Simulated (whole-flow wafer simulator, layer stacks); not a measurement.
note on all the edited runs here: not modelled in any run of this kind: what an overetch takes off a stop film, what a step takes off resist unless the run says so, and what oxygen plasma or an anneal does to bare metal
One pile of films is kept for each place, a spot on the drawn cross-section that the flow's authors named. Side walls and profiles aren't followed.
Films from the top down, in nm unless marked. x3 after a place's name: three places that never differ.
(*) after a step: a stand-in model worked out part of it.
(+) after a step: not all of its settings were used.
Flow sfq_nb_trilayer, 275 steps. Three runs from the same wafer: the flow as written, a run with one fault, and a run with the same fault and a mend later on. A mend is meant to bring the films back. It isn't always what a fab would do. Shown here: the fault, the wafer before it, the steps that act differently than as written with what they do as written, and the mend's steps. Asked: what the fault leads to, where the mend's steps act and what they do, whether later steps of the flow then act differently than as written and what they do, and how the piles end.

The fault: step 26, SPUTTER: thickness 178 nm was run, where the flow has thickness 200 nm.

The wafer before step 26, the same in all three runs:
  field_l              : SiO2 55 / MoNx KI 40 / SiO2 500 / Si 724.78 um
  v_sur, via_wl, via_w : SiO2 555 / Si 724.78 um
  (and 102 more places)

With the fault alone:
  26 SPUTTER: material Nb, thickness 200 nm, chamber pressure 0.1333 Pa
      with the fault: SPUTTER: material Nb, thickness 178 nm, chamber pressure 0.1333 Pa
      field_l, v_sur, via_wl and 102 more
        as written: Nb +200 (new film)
        with the fault: Nb +178 (new film)
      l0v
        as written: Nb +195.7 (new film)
        with the fault: Nb +173.7 (new film)
  Later steps of the flow that act differently than as written (3 more steps differ only slightly, by at most 2% or 0.5 nm, whichever is larger, and aren't shown):
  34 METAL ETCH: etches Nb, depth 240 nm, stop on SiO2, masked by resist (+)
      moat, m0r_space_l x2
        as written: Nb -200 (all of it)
        with the fault: Nb -178 (all of it)
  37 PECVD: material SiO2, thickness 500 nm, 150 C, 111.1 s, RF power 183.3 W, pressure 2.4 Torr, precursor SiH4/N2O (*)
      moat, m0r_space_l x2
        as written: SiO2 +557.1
        with the fault: SiO2 +535.1
  At the end the piles differ from the flow's by more than 2% or 0.5 nm, whichever is larger, at field_l, v_sur, via_wl and 100 more.
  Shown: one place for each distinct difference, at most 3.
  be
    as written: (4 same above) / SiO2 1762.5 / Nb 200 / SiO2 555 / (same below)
    with the fault: (4 same above) / SiO2 1762.5 / Nb 178 / SiO2 555 / (same below)
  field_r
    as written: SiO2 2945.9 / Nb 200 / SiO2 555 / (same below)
    with the fault: SiO2 2945.9 / Nb 178 / SiO2 555 / (same below)
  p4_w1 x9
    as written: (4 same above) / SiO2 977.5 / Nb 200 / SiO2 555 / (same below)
    with the fault: (4 same above) / SiO2 977.5 / Nb 178 / SiO2 555 / (same below)

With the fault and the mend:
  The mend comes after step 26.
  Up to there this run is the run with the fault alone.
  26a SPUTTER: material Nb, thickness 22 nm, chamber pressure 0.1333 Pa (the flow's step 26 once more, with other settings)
      field_l, via_wl, via_w and 100 more
        Nb +22
      v_sur
        Nb +21.2
      lsp_r
        Nb +21.6
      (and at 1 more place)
  No later step of the flow acts differently than as written, at any place that is followed, by more than 2% or 0.5 nm, whichever is larger.
  At the end the piles differ from the flow's only slightly at the places that both follow, by at most 2% or 0.5 nm, whichever is larger.
